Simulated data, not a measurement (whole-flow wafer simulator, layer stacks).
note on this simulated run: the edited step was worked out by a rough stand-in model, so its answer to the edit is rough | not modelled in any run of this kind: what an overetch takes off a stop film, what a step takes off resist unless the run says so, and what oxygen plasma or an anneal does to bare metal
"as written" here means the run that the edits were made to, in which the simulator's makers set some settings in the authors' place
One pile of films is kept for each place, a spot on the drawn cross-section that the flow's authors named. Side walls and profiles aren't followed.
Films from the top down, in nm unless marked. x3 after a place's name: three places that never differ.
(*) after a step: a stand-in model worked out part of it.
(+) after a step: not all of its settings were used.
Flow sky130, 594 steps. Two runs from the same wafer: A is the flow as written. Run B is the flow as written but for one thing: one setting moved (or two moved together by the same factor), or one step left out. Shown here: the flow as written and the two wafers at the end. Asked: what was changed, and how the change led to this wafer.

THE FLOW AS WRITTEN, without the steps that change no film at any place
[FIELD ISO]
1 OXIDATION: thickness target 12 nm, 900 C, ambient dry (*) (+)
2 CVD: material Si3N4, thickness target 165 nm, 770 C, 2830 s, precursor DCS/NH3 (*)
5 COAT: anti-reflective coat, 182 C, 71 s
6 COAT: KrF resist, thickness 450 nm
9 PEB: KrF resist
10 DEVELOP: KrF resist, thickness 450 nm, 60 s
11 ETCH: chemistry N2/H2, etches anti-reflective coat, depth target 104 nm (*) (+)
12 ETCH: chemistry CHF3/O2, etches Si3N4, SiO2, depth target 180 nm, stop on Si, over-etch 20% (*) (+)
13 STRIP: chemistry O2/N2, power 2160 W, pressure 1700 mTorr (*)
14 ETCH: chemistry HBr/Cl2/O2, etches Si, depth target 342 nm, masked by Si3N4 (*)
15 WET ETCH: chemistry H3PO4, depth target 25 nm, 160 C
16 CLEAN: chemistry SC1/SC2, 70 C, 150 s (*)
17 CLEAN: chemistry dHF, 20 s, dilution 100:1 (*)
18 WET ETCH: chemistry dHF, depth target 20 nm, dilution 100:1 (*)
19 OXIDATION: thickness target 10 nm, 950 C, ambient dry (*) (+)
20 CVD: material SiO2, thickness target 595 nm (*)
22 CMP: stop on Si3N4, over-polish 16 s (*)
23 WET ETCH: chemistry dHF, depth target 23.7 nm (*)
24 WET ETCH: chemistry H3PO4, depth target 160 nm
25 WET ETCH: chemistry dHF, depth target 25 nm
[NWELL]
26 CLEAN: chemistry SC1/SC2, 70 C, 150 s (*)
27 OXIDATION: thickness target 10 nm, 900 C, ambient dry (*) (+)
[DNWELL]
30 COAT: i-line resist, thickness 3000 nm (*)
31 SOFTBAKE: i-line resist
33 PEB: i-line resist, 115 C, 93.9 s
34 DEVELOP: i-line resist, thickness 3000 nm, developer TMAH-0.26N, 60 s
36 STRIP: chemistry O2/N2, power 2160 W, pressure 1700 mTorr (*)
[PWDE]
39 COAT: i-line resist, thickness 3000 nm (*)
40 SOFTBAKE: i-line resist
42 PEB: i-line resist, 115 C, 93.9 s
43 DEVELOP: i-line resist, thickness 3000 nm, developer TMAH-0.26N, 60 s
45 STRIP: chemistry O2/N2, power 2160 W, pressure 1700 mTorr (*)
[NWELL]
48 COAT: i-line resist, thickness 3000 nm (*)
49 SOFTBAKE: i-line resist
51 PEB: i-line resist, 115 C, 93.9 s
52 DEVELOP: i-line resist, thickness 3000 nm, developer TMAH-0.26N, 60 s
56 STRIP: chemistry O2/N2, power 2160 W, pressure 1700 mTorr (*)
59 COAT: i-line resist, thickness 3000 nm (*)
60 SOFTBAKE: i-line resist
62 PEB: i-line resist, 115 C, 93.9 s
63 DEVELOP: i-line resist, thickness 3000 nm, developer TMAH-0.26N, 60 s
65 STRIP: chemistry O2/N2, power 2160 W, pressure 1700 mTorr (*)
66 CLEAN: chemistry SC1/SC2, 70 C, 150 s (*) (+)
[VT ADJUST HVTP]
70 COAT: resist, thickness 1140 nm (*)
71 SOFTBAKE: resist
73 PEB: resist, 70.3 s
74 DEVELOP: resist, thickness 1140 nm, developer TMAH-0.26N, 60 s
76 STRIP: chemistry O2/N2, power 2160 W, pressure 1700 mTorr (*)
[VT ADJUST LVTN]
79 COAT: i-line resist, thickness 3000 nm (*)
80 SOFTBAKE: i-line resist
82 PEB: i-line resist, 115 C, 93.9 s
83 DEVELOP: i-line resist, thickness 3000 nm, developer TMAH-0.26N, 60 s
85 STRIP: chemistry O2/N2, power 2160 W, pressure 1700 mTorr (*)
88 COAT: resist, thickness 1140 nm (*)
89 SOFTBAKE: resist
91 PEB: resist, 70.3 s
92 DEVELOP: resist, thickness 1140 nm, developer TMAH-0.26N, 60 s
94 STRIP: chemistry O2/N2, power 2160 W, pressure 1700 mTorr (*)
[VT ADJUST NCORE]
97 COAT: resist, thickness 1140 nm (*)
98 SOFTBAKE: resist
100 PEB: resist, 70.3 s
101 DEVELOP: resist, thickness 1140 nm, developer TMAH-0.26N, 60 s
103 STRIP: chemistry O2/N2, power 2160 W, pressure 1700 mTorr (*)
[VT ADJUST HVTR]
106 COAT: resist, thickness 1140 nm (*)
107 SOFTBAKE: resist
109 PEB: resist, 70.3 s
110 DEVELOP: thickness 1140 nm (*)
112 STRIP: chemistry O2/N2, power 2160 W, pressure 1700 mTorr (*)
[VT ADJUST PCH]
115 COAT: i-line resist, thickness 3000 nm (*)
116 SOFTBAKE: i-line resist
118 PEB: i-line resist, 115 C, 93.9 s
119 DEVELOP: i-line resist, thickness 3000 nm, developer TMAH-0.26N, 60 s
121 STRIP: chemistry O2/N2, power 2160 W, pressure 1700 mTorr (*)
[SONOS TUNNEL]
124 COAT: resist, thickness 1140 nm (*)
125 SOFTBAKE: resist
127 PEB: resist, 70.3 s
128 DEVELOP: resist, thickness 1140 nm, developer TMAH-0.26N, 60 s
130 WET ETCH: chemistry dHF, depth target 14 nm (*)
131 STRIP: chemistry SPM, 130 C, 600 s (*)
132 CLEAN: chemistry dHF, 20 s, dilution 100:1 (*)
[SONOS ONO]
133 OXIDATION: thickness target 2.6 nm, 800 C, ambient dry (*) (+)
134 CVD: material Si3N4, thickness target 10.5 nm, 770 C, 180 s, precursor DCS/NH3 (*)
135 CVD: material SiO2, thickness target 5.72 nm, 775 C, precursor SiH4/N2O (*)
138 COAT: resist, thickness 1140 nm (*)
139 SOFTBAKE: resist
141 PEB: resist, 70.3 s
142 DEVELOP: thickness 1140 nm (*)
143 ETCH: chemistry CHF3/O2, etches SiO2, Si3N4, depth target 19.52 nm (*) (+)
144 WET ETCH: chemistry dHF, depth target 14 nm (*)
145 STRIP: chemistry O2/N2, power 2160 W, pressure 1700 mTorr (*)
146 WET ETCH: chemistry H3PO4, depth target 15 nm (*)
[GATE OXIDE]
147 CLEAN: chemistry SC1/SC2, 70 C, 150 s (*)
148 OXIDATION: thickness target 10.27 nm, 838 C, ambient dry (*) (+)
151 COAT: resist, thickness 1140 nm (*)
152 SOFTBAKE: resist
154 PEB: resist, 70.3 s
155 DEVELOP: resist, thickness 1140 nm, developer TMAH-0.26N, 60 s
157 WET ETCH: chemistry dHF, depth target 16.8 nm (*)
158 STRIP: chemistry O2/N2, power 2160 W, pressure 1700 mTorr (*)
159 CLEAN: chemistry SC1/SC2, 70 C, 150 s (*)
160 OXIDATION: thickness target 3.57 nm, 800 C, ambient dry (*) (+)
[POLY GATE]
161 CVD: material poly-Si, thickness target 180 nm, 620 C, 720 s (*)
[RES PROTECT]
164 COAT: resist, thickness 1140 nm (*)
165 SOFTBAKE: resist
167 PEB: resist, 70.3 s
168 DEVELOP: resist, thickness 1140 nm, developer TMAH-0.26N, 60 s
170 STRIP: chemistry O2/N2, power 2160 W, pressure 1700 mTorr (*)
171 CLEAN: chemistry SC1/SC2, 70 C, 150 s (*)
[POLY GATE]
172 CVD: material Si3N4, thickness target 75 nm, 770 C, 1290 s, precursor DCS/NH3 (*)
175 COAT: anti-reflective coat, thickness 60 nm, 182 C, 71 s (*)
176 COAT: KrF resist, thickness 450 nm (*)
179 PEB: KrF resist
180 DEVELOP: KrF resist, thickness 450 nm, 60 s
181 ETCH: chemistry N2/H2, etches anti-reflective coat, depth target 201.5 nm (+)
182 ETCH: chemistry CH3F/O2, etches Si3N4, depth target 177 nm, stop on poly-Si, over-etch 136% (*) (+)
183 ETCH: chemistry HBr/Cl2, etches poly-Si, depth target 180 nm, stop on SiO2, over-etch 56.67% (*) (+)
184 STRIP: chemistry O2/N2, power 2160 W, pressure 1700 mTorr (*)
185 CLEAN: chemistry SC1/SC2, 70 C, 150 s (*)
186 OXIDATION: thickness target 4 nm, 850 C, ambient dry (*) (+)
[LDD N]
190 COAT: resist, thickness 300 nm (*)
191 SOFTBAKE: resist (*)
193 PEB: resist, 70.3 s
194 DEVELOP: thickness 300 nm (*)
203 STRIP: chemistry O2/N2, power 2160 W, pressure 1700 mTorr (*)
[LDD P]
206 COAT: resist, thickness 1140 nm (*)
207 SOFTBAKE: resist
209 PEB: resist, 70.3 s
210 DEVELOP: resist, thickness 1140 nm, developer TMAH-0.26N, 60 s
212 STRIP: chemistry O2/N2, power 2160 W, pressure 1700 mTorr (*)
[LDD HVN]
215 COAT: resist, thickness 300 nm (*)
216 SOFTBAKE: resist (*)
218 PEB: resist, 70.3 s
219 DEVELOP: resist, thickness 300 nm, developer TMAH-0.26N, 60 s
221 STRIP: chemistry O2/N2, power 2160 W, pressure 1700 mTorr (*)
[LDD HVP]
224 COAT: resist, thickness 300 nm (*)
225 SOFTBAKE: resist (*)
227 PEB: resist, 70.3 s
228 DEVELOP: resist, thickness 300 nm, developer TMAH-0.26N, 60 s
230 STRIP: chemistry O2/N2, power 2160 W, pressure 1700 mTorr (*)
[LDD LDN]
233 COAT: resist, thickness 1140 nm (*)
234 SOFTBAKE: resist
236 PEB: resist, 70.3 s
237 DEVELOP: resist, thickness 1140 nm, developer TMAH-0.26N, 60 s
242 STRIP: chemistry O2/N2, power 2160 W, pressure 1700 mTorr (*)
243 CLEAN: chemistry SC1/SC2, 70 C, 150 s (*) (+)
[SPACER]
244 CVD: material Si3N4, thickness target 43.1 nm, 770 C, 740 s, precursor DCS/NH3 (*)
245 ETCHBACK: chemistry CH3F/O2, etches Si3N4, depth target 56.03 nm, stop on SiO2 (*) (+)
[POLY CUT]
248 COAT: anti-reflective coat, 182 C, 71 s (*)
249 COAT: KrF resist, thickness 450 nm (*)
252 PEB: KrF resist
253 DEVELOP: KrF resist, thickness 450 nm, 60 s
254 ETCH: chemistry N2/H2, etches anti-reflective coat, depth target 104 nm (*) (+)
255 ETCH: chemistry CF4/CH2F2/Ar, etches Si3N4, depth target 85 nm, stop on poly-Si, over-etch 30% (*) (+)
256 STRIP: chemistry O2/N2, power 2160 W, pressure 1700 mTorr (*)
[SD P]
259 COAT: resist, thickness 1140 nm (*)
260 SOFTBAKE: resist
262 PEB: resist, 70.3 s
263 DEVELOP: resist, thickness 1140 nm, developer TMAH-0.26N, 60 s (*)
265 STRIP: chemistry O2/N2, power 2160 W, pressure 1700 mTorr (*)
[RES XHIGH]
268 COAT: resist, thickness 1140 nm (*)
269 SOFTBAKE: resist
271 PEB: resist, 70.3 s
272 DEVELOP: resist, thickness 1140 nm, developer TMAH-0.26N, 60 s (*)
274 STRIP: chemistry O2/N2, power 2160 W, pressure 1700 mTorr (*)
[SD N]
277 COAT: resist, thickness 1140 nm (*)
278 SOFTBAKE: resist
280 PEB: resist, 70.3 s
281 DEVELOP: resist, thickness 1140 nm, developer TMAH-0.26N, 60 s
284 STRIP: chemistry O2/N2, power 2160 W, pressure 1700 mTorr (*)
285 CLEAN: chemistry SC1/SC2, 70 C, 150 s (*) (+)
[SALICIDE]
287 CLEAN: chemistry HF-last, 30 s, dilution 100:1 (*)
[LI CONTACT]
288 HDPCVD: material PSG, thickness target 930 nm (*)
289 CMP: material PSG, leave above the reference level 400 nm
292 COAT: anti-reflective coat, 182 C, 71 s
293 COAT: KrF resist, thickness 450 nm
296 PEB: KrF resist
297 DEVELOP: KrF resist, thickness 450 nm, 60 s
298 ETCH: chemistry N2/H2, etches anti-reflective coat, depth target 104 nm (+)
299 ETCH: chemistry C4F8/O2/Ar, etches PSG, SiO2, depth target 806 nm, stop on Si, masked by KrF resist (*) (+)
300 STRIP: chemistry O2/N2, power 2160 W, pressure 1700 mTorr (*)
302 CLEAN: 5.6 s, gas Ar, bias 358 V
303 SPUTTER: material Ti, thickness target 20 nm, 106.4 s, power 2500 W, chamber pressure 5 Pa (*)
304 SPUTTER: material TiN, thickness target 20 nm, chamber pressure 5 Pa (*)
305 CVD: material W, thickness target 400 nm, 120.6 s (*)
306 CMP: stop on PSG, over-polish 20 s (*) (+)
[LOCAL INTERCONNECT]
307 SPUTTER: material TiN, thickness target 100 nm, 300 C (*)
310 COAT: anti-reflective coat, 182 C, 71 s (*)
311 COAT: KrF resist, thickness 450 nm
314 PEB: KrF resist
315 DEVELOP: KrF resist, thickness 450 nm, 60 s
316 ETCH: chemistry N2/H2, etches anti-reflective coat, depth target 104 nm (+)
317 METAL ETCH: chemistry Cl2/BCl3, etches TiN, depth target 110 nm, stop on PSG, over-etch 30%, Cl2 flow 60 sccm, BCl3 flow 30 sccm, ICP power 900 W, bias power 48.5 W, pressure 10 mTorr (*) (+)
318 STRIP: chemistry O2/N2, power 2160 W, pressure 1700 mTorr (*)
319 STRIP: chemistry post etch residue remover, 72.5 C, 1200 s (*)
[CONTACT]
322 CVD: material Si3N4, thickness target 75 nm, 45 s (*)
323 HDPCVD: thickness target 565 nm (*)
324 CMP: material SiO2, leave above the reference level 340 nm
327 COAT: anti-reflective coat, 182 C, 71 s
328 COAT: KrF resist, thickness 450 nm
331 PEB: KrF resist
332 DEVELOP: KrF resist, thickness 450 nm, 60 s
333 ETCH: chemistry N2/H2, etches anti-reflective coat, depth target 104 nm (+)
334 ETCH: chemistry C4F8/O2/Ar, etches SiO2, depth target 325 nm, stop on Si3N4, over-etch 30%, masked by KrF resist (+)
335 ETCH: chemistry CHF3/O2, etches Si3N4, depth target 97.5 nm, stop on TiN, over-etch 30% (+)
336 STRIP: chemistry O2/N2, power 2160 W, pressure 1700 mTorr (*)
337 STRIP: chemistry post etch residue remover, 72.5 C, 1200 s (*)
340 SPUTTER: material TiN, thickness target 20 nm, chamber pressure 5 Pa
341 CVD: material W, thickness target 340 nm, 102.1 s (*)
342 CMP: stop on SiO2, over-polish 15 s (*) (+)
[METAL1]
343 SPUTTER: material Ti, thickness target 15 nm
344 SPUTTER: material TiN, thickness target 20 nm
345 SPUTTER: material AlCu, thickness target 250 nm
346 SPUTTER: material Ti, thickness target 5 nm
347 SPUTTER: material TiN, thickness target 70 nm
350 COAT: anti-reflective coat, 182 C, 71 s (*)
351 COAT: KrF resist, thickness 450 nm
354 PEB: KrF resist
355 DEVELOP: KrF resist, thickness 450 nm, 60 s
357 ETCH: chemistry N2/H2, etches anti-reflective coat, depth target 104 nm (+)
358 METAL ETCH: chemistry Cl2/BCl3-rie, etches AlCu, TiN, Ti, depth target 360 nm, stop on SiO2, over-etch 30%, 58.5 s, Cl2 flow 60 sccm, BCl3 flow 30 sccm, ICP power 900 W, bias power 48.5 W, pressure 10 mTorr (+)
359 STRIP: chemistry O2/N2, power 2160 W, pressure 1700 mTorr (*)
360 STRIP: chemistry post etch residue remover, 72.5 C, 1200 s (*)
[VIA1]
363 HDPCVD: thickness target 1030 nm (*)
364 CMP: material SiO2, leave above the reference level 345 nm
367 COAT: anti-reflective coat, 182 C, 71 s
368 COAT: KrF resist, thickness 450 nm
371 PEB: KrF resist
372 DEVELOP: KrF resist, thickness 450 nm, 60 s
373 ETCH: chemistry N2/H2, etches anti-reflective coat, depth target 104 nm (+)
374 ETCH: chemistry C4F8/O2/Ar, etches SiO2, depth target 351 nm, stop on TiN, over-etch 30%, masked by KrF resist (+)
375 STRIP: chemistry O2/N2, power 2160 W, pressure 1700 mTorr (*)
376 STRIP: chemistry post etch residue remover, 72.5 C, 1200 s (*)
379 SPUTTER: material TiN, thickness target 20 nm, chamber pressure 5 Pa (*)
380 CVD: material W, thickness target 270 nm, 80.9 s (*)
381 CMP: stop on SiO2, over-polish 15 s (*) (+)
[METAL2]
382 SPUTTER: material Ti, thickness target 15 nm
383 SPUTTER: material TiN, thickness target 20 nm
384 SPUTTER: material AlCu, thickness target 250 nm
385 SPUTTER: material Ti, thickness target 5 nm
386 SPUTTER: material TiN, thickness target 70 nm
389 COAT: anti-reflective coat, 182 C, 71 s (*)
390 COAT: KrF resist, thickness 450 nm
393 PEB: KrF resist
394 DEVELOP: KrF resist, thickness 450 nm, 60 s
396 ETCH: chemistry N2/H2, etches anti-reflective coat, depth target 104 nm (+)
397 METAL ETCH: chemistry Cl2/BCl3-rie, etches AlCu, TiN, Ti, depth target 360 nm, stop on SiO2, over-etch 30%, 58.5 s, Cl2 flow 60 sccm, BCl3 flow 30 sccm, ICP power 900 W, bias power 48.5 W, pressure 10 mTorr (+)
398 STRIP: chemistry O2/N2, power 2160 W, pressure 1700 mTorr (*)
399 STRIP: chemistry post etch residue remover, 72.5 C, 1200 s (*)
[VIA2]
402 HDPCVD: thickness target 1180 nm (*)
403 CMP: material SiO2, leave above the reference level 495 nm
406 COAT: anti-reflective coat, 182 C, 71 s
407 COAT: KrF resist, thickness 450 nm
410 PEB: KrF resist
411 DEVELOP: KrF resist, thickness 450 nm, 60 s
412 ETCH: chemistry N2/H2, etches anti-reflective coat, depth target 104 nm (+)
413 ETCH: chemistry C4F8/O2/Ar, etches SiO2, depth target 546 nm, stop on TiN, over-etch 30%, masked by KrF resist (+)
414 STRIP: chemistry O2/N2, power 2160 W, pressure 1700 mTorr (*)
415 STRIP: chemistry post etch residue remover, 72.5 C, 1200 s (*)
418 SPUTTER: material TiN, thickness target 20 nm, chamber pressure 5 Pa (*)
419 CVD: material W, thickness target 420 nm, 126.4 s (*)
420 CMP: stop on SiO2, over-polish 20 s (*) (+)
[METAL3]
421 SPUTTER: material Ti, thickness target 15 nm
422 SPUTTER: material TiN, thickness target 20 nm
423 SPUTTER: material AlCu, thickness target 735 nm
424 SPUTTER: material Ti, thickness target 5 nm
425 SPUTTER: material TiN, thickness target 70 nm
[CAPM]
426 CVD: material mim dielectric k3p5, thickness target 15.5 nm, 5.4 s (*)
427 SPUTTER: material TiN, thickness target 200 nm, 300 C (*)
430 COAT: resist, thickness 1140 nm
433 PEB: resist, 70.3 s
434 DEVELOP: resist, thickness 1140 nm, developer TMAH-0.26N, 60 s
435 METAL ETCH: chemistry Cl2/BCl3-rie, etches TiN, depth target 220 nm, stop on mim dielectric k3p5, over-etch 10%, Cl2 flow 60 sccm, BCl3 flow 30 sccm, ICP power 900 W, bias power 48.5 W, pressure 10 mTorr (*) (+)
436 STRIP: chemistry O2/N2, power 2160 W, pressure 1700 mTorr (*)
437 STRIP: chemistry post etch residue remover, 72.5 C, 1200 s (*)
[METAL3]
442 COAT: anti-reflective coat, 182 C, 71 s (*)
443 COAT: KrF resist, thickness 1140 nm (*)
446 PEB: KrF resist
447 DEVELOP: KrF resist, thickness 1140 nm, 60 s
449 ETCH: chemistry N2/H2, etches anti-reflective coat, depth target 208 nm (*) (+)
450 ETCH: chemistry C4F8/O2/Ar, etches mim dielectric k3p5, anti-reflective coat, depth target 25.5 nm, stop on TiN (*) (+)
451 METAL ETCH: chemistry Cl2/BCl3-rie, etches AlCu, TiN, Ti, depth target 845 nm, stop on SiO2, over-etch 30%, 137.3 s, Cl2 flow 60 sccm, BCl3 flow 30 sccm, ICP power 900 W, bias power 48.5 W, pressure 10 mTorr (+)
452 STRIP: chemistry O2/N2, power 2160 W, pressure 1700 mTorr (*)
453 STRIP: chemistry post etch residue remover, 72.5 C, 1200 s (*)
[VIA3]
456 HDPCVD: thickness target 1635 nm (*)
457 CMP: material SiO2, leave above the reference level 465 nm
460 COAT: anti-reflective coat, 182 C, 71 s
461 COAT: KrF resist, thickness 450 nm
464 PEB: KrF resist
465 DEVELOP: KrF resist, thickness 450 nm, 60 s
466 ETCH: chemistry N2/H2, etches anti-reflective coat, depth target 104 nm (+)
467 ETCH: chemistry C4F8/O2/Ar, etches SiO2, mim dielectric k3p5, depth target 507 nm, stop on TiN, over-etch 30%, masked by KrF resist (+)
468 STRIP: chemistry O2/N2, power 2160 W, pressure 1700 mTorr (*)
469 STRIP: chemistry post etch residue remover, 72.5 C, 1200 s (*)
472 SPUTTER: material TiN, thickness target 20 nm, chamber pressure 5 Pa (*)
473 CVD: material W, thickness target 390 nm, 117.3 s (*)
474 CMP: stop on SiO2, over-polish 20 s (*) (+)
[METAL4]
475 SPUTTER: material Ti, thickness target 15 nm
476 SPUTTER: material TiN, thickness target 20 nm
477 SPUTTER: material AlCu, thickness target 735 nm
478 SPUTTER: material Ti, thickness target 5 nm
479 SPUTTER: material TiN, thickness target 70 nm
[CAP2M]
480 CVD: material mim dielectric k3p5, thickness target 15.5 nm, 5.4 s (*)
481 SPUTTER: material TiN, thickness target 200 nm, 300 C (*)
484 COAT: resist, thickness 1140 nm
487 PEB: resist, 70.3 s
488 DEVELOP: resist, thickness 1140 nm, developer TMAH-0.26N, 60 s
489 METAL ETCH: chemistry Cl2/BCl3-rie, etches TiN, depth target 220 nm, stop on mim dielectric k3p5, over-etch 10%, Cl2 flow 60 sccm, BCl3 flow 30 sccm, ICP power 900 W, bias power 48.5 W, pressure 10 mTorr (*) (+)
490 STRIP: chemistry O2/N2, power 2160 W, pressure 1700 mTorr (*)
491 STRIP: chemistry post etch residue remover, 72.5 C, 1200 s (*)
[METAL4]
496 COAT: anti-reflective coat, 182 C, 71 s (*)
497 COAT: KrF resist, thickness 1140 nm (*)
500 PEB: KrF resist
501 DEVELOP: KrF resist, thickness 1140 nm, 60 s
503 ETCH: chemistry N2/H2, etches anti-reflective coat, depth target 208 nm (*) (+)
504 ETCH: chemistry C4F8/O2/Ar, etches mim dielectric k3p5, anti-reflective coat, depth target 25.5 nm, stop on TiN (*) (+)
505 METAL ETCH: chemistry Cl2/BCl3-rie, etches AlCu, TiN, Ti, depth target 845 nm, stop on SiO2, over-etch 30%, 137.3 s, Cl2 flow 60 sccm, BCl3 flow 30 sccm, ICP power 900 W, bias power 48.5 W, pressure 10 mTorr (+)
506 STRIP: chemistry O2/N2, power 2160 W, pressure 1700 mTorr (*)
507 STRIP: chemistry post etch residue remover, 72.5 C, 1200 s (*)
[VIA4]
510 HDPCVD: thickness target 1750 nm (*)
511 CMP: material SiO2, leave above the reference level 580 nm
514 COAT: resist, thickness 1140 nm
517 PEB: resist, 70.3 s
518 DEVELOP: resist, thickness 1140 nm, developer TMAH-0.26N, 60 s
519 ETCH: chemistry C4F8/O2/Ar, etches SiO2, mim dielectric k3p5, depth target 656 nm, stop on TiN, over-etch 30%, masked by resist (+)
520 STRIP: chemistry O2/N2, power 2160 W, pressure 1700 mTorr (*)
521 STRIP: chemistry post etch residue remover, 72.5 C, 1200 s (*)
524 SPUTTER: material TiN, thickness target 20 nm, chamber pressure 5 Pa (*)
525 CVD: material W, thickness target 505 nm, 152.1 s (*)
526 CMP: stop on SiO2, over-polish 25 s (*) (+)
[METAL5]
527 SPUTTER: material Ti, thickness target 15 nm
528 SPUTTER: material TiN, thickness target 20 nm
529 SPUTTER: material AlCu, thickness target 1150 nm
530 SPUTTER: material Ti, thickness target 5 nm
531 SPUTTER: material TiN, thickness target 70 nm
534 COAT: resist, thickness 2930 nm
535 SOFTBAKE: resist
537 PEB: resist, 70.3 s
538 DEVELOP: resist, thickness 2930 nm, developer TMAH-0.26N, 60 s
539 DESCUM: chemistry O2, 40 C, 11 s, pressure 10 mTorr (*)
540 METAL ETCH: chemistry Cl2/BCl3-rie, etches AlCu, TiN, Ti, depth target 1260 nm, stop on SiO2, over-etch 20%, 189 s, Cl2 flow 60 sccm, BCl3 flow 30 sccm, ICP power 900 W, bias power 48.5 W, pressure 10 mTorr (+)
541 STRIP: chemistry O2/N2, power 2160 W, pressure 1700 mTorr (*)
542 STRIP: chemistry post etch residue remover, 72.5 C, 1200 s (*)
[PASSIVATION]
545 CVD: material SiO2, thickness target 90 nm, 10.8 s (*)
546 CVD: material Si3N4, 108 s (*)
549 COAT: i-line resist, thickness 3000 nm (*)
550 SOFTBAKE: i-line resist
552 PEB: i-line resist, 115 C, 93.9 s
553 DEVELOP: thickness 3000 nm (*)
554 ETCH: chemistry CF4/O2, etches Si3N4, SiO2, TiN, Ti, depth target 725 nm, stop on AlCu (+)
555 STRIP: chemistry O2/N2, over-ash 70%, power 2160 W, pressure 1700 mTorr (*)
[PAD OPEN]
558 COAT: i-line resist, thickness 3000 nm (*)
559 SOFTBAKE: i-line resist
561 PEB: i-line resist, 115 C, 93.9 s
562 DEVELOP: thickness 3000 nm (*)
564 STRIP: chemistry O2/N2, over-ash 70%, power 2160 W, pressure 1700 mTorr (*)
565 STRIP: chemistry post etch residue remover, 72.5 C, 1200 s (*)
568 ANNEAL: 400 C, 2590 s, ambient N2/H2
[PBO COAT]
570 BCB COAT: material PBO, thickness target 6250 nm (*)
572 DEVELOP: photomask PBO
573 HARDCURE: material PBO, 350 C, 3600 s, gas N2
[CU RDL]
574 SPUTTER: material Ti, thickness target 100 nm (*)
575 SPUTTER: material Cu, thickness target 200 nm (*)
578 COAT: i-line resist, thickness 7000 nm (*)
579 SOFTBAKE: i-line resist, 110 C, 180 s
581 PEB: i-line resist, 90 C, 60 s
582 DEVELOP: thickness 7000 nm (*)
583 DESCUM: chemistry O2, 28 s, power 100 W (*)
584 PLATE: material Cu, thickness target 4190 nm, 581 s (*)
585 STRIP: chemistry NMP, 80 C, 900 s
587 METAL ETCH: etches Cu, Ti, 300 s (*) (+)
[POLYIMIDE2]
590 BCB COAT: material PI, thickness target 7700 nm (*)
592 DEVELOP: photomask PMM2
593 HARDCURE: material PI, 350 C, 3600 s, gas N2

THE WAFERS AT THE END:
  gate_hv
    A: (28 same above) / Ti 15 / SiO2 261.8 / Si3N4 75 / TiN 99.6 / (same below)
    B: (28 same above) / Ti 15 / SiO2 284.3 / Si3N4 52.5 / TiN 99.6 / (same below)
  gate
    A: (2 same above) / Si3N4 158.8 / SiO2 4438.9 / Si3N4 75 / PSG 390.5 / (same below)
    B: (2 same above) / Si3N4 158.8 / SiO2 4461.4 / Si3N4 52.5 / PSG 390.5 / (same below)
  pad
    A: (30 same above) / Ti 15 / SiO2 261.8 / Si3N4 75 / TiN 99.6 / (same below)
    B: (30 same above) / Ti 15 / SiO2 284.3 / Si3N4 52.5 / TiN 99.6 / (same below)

The cause: step 322, CVD: thickness target 52.5 nm was run, where the flow has thickness target 75 nm; step 322, CVD: 31.5 s was run, where the flow has 45 s.
It can be read off the wafer: gate_hv has Si3N4 52.5, and step 322 as written asks for 75 nm.

How the change led to this, step by step:
  322 CVD: material Si3N4, thickness target 75 nm, 45 s (*)
      field, active, n_well and 188 more: A Si3N4 +75 (new film) | B Si3N4 +52.5 (new film)
  324 CMP: material SiO2, leave above the reference level 340 nm
      n_well, p_well, gate_hv and 93 more: A SiO2 -300 | B SiO2 -277.5
      field, active, gate and 88 more: A SiO2 -200.4 | B SiO2 -177.9
      (and at 4 more places)
  334 ETCH: chemistry C4F8/O2/Ar, etches SiO2, depth target 325 nm, stop on Si3N4, over-etch 30%, masked by KrF resist (+)
      poly_licon, ndiff_licon, ndiff_licon_cpp, rpo_hd_licon: A SiO2 -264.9 (all of it) | B SiO2 -287.4 (all of it)
  335 ETCH: chemistry CHF3/O2, etches Si3N4, depth target 97.5 nm, stop on TiN, over-etch 30% (+)
      field, active, n_well and 184 more: A KrF resist -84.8 | B KrF resist -59.3
      poly_licon, ndiff_licon, ndiff_licon_cpp, rpo_hd_licon: A Si3N4 -75 (all of it) | B Si3N4 -52.5 (all of it)
  336 STRIP: chemistry O2/N2, power 2160 W, pressure 1700 mTorr (*)
      field, active, n_well and 184 more: A KrF resist -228 (all of it), anti-reflective coat -80 (all of it) | B KrF resist -253.5 (all of it), anti-reflective coat -80 (all of it)
